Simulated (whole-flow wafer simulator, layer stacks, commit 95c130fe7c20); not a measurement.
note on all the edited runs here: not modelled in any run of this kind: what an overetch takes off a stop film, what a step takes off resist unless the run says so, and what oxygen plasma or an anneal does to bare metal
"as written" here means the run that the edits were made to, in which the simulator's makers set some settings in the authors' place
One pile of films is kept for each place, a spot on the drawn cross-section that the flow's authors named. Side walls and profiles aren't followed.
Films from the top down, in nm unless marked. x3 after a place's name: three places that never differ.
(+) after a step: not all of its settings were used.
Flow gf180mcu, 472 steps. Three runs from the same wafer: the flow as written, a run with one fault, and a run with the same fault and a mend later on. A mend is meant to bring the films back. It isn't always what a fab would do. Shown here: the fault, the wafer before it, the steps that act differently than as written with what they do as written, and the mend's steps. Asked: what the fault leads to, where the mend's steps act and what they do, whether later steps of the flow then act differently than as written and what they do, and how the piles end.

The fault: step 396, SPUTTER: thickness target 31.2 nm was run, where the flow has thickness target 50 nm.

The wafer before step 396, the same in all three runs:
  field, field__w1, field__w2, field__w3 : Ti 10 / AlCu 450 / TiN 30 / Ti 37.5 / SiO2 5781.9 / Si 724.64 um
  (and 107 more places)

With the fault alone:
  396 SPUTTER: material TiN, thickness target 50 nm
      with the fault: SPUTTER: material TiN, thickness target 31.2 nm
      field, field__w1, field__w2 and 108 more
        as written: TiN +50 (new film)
        with the fault: TiN +31.2 (new film)
  Later steps of the flow that act differently than as written (1 more step differs only slightly, by at most 2% or 0.5 nm, whichever is larger, and isn't shown):
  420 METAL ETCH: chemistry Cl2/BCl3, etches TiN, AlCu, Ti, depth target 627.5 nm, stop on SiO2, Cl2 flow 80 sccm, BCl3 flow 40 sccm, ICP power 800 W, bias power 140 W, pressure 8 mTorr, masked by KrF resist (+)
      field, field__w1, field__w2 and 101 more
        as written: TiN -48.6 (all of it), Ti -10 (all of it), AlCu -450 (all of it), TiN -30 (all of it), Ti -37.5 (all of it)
        with the fault: TiN -29.8 (all of it), Ti -10 (all of it), AlCu -450 (all of it), TiN -30 (all of it), Ti -37.5 (all of it)
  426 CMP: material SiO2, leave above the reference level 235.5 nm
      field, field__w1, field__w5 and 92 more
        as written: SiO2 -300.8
        with the fault: SiO2 -319.6
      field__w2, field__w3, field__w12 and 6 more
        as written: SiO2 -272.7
        with the fault: SiO2 -292.3
  At the end the piles differ from the flow's by more than 2% or 0.5 nm, whichever is larger, at field__w4, field__w8, contact, m1, m1__w1, mim, mim_1p0, m1_nw.
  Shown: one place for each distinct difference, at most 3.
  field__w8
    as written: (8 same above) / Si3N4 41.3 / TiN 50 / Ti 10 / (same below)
    with the fault: (8 same above) / Si3N4 41.3 / TiN 31.2 / Ti 10 / (same below)
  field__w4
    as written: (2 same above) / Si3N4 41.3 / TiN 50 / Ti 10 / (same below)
    with the fault: (2 same above) / Si3N4 41.3 / TiN 31.2 / Ti 10 / (same below)
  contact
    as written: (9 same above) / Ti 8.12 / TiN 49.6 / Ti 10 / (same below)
    with the fault: (9 same above) / Ti 8.12 / TiN 30.8 / Ti 10 / (same below)

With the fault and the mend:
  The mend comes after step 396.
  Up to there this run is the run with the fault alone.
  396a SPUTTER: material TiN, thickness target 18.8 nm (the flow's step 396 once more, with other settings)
      field, field__w1, field__w2 and 108 more
        TiN +18.8
  No later step of the flow acts differently than as written at any place that is followed.
  At the end the piles are the same as the flow's at every place that both follow.
